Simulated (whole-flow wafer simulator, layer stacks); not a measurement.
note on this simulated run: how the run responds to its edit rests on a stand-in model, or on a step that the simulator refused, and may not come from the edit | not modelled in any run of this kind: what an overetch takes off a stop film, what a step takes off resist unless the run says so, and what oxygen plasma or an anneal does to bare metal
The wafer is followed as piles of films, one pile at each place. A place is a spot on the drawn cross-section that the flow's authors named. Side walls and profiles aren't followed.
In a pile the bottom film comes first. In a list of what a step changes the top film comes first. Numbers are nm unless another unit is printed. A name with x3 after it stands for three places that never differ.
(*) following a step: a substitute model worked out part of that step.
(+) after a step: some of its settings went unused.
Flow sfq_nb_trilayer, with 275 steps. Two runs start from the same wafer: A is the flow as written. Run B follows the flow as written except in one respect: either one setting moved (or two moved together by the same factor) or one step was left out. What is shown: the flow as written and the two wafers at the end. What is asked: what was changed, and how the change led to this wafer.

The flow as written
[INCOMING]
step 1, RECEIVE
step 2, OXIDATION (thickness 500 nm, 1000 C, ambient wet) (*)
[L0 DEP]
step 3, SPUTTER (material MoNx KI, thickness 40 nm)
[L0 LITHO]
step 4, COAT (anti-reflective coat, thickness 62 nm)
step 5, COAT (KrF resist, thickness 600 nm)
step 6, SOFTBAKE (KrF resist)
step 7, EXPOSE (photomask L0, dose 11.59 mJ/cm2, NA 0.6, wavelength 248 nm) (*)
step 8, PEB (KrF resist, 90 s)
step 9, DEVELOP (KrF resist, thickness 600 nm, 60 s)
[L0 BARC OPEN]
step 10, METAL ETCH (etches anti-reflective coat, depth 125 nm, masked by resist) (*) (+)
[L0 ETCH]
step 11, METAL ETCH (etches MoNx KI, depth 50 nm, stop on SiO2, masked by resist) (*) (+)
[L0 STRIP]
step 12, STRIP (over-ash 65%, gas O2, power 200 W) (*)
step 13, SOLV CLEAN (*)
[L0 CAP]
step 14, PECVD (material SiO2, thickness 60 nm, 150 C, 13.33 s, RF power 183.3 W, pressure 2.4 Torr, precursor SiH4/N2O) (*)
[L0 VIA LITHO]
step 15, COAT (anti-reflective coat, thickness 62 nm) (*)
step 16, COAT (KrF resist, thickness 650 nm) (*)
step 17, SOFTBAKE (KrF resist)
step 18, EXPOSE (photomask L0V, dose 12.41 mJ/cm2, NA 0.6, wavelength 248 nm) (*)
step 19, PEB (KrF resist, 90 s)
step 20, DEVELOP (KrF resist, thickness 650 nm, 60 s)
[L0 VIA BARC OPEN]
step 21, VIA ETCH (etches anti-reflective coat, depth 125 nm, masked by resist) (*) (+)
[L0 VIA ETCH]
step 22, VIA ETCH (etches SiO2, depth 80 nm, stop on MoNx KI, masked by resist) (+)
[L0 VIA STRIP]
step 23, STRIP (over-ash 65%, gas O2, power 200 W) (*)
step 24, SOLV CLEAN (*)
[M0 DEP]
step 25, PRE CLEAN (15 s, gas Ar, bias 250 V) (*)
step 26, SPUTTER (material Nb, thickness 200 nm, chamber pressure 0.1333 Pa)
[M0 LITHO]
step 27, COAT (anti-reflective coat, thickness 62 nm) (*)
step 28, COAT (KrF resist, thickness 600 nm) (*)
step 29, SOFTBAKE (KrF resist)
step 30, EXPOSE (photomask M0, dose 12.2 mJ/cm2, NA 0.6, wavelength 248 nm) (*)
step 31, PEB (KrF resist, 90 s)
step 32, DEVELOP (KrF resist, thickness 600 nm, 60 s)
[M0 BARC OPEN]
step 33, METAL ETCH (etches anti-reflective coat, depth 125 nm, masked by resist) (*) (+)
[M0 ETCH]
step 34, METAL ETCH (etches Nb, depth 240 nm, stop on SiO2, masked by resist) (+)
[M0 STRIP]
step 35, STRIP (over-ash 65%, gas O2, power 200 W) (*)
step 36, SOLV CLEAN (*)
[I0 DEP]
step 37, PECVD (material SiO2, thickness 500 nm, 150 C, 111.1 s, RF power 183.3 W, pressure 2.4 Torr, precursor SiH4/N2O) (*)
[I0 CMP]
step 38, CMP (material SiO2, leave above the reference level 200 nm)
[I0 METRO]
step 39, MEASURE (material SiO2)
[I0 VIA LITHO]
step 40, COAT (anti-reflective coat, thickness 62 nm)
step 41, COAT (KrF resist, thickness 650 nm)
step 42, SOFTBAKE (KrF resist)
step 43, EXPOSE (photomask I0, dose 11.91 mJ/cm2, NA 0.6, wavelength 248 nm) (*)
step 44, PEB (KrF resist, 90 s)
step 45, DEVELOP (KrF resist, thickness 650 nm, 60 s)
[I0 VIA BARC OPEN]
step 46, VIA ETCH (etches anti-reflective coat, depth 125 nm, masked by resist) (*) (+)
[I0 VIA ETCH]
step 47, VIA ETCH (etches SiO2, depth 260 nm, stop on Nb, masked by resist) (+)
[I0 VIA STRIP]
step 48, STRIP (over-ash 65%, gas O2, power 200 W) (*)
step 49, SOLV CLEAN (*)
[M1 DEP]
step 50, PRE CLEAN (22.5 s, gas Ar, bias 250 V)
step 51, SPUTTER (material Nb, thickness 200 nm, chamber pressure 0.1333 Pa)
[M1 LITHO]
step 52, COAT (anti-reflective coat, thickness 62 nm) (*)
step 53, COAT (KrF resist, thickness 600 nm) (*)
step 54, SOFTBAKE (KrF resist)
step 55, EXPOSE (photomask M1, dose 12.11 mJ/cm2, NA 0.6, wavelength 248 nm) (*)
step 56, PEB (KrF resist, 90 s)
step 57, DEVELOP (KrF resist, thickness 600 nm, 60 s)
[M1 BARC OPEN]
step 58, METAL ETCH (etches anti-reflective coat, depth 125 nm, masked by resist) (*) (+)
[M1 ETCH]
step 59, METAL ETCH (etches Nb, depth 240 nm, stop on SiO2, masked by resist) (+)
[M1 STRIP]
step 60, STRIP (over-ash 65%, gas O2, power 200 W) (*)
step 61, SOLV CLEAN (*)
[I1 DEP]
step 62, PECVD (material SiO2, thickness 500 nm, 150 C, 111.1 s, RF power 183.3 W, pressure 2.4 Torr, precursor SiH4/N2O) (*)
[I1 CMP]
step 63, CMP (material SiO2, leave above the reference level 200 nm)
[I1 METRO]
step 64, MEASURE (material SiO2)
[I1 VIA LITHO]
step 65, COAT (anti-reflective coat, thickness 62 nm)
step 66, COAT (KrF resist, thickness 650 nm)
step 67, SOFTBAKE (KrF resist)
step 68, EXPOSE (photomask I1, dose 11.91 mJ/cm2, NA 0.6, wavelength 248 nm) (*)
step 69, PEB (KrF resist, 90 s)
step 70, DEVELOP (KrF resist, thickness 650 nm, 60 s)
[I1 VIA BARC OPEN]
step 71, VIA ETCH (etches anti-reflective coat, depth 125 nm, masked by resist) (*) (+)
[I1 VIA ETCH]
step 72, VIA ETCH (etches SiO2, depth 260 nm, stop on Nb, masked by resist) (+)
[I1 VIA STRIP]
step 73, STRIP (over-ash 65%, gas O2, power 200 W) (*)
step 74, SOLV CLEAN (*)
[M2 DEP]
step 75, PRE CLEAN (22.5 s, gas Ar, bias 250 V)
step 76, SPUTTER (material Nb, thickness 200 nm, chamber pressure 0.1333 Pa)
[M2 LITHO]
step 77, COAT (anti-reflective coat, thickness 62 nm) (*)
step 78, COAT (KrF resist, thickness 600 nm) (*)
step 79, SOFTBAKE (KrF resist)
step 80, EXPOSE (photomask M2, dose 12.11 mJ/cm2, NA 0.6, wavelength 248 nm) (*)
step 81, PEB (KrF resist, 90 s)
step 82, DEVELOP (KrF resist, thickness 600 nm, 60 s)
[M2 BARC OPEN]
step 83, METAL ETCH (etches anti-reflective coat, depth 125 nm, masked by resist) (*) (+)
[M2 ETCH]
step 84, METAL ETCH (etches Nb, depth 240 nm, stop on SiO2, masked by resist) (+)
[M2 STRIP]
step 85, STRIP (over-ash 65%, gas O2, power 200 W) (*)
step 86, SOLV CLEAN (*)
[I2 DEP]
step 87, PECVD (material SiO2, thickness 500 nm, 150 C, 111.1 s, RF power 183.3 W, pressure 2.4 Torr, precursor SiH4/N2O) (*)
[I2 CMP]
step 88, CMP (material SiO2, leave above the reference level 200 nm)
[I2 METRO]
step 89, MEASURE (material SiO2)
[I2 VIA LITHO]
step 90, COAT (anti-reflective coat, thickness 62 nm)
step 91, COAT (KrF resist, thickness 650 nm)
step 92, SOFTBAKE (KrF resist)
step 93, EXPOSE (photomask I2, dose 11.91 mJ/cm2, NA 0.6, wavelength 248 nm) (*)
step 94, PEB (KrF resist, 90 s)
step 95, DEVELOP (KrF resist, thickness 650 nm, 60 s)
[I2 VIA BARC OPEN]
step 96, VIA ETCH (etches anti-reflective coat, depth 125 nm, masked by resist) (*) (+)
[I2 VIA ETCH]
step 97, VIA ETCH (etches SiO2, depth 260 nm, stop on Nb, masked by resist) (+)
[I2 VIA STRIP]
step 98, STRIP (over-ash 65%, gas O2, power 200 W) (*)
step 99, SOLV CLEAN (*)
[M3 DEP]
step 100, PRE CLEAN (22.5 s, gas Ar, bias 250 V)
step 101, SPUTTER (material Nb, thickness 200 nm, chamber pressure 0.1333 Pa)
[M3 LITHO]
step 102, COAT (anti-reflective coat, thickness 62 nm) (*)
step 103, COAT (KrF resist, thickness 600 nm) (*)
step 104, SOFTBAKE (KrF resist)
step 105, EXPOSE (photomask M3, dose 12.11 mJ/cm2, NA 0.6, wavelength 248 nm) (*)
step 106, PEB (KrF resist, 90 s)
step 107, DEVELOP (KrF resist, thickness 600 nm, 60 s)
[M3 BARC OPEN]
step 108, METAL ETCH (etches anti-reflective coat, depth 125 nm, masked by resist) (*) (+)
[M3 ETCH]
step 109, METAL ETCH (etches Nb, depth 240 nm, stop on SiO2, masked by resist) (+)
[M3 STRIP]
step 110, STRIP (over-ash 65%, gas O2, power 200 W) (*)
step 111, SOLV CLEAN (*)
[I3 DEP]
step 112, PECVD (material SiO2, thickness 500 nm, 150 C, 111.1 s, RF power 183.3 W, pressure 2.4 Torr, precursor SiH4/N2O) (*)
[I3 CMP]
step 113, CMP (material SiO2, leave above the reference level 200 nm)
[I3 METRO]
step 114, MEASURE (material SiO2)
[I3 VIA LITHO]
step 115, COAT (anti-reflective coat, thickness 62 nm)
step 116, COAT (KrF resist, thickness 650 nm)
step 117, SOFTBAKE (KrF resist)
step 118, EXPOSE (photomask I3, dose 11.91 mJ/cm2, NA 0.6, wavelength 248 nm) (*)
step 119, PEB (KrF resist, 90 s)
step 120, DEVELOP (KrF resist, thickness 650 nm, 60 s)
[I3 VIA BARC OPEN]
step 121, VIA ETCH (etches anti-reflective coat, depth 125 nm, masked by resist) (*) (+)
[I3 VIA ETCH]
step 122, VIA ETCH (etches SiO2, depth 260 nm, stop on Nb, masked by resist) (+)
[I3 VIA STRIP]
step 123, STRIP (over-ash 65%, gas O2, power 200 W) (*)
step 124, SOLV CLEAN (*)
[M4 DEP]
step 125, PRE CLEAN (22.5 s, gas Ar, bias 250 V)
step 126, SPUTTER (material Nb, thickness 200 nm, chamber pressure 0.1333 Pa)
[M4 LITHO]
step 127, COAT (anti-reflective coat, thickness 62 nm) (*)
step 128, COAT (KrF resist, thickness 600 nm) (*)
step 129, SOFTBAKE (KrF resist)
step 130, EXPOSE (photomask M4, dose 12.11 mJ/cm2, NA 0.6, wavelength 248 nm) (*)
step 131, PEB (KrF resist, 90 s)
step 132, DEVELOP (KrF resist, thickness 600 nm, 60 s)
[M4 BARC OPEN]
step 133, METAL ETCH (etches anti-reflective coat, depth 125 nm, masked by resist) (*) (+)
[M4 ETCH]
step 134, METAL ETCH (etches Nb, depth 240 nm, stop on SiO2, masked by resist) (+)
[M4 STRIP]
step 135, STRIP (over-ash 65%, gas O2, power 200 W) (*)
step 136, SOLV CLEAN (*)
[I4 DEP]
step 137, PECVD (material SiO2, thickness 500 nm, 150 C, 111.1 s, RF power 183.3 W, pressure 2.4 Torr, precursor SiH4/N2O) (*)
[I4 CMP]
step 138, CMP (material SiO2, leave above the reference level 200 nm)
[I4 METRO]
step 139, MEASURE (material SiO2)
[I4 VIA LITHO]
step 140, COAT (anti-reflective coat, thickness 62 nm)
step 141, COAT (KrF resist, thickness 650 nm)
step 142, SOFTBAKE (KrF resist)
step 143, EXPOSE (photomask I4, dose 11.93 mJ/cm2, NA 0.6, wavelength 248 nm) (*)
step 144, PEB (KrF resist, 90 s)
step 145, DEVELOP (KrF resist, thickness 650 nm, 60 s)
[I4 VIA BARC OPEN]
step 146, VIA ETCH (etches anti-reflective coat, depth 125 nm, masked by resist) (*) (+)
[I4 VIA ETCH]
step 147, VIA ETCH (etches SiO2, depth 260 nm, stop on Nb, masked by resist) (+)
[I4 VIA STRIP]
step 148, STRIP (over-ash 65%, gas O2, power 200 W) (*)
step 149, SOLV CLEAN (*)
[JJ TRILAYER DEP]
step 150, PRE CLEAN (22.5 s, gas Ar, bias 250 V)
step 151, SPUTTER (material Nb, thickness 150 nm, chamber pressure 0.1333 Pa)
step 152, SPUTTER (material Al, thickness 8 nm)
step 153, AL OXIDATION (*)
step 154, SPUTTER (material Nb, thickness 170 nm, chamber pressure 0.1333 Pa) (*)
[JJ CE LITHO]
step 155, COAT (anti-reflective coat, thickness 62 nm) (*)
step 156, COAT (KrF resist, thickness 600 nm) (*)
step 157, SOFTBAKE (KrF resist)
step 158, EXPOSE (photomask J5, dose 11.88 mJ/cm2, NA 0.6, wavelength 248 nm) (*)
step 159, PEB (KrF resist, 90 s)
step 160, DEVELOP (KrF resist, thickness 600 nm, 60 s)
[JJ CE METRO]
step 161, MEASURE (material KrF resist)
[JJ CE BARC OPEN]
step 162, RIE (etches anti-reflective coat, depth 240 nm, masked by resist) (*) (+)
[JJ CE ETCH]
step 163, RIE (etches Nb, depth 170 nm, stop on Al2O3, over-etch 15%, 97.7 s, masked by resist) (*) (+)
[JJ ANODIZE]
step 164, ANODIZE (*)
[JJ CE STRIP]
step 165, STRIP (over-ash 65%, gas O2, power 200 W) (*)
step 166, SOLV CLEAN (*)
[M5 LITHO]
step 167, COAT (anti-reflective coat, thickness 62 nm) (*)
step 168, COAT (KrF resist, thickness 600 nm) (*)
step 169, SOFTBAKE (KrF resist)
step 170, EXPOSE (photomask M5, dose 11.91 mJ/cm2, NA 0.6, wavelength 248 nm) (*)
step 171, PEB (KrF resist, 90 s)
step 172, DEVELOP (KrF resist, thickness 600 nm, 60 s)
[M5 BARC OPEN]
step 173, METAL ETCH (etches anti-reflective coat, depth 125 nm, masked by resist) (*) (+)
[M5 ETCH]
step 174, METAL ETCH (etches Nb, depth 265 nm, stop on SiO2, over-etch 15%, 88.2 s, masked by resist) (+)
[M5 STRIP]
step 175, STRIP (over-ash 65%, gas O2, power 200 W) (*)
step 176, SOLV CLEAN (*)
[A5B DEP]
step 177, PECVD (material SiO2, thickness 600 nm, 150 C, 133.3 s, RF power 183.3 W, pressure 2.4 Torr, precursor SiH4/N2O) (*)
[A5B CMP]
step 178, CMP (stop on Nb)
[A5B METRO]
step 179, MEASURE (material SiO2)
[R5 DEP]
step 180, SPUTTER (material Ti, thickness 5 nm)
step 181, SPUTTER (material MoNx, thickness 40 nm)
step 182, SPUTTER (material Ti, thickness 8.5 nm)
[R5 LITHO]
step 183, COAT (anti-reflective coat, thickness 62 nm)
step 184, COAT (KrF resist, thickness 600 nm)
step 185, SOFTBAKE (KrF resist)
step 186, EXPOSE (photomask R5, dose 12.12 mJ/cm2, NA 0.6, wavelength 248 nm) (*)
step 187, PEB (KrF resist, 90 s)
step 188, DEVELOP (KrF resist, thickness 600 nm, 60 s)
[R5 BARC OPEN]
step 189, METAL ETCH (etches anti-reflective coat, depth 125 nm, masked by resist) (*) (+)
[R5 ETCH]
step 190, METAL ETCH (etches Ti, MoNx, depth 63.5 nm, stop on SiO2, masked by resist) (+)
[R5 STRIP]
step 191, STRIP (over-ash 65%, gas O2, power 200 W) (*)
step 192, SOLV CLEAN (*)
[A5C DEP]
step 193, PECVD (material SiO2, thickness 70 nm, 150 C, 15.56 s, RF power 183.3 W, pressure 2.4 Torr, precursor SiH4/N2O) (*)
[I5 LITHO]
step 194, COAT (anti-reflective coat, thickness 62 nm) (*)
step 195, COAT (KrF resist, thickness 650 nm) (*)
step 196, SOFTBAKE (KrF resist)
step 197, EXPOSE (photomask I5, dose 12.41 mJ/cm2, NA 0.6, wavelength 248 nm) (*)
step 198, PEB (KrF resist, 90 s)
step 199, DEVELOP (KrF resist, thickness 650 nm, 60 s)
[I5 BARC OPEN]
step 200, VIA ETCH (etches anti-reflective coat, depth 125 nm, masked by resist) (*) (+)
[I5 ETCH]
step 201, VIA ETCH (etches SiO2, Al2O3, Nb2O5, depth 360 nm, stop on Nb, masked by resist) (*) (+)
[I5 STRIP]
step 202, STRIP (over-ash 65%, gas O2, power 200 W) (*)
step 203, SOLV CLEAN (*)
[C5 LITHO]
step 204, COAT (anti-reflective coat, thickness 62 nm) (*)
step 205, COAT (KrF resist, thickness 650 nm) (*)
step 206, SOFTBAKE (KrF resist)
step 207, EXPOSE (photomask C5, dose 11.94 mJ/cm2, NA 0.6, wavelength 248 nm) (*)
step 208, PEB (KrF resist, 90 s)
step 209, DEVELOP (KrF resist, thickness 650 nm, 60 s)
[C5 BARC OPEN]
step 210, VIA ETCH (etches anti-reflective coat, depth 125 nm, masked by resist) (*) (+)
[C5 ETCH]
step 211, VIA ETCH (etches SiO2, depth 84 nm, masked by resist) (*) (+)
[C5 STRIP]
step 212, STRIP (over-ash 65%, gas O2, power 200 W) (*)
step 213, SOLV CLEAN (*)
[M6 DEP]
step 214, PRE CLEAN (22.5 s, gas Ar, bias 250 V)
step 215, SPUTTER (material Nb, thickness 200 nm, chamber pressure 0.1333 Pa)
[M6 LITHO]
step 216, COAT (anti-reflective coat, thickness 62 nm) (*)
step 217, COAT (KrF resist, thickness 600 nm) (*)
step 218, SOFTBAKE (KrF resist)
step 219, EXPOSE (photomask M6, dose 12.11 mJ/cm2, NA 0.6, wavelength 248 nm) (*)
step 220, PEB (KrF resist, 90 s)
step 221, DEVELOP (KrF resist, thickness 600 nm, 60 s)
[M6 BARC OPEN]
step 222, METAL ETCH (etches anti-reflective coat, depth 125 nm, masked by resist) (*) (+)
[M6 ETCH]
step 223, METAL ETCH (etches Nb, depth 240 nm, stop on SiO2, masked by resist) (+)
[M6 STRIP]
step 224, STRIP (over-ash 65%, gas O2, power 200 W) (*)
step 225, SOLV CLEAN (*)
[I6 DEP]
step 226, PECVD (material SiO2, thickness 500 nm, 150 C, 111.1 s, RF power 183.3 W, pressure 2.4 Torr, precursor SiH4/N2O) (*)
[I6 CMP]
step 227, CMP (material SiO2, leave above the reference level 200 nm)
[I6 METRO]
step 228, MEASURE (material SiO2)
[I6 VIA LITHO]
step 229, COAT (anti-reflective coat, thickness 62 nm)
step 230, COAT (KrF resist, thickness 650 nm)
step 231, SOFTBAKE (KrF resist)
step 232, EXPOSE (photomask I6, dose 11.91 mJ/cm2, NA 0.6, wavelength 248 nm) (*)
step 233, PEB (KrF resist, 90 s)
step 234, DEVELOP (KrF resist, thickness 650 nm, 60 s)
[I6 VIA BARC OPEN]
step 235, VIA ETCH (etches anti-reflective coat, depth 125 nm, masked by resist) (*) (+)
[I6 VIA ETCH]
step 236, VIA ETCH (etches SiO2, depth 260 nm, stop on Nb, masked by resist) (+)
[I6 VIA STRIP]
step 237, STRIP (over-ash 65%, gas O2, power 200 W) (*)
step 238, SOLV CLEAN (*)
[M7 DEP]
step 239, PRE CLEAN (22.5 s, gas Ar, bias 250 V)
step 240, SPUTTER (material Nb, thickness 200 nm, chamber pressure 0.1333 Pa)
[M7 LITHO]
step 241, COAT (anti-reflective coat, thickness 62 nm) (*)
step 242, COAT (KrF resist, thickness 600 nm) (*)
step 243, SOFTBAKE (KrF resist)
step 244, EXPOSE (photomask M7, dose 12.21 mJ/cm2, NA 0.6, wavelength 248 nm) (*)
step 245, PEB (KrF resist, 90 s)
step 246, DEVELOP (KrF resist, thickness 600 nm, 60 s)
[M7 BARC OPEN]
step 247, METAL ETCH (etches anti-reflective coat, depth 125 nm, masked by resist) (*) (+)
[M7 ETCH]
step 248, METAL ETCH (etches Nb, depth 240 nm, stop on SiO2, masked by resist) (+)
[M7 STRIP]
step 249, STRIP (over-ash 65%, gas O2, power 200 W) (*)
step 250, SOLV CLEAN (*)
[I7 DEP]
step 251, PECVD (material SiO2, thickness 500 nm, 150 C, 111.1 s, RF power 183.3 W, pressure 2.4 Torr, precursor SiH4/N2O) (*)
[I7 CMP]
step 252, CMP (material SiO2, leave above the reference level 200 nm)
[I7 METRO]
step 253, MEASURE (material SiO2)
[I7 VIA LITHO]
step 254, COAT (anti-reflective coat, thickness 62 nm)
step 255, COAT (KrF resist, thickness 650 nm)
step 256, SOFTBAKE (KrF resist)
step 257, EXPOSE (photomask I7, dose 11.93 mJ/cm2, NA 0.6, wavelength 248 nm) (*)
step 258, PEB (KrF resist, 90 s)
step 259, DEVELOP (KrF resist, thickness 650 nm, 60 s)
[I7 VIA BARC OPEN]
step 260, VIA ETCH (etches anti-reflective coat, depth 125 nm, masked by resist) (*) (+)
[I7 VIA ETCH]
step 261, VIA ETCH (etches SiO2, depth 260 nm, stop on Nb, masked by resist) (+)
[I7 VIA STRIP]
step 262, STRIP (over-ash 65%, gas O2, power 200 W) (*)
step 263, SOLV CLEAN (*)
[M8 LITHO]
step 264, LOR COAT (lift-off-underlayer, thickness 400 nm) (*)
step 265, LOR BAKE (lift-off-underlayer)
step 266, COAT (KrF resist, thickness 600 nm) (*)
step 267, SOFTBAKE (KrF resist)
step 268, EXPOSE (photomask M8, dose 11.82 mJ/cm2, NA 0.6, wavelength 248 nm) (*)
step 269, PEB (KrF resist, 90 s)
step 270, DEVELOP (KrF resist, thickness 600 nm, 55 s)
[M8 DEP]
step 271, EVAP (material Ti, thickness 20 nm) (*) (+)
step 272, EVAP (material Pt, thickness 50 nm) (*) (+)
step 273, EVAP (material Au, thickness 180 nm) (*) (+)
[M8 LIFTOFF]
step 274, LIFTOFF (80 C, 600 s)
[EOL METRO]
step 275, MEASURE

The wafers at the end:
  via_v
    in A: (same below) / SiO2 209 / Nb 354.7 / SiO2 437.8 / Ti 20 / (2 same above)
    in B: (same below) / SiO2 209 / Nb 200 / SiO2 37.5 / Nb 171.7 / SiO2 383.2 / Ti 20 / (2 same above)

The reason: step 236, VIA ETCH: depth 154.8 nm was run, while the flow as written has depth 260 nm.

Step by step, how the change led to this:
  step 236, VIA ETCH (etches SiO2, depth 260 nm, stop on Nb, masked by resist) (+)
      via_v: A SiO2 loses 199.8 (all of it) | B SiO2 loses 154.8
      field_l, v_sur, via_wl and 102 more: A KrF resist loses 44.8 | B KrF resist loses 26.7
  step 237, STRIP (over-ash 65%, gas O2, power 200 W) (*)
      field_l, v_sur, via_wl and 102 more: A KrF resist loses 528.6 (all of it), anti-reflective coat loses 62 (all of it) | B KrF resist loses 546.7 (all of it), anti-reflective coat loses 62 (all of it)
  step 239, PRE CLEAN (22.5 s, gas Ar, bias 250 V)
      via_v: A Nb loses 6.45 | B SiO2 loses 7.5
  step 240, SPUTTER (material Nb, thickness 200 nm, chamber pressure 0.1333 Pa)
      via_v: A Nb gains 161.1 | B Nb gains 171.7 (new film)
  step 241, COAT (anti-reflective coat, thickness 62 nm) (*)
      via_v: A anti-reflective coat gains 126 (new film) | B anti-reflective coat gains 114.7 (new film)
  step 242, COAT (KrF resist, thickness 600 nm) (*)
      via_v: A KrF resist gains 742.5 (new film) | B KrF resist gains 706.3 (new film)
  step 249, STRIP (over-ash 65%, gas O2, power 200 W) (*)
      via_v: A KrF resist loses 524.5 (all of it), anti-reflective coat loses 126 (all of it) | B KrF resist loses 488.4 (all of it), anti-reflective coat loses 114.7 (all of it)
  step 251, PECVD (material SiO2, thickness 500 nm, 150 C, 111.1 s, RF power 183.3 W, pressure 2.4 Torr, precursor SiH4/N2O) (*)
      via_v: A SiO2 gains 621 (new film) | B SiO2 gains 540.3 (new film)
  step 252, CMP (material SiO2, leave above the reference level 200 nm)
      via_v: A SiO2 loses 183.1 | B SiO2 loses 157.1
With metal films that touch counted as one body, via_v has 7 bodies (between them, from the top down: SiO2 383.2; SiO2 37.5; SiO2 209 / Al2O3 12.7 / Nb2O5 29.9; SiO2 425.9; SiO2 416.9; SiO2 192.5); the flow as written gives 6 bodies (between them, from the top down: SiO2 437.8; SiO2 209 / Al2O3 12.7 / Nb2O5 29.9; SiO2 425.9; SiO2 416.9; SiO2 192.5).
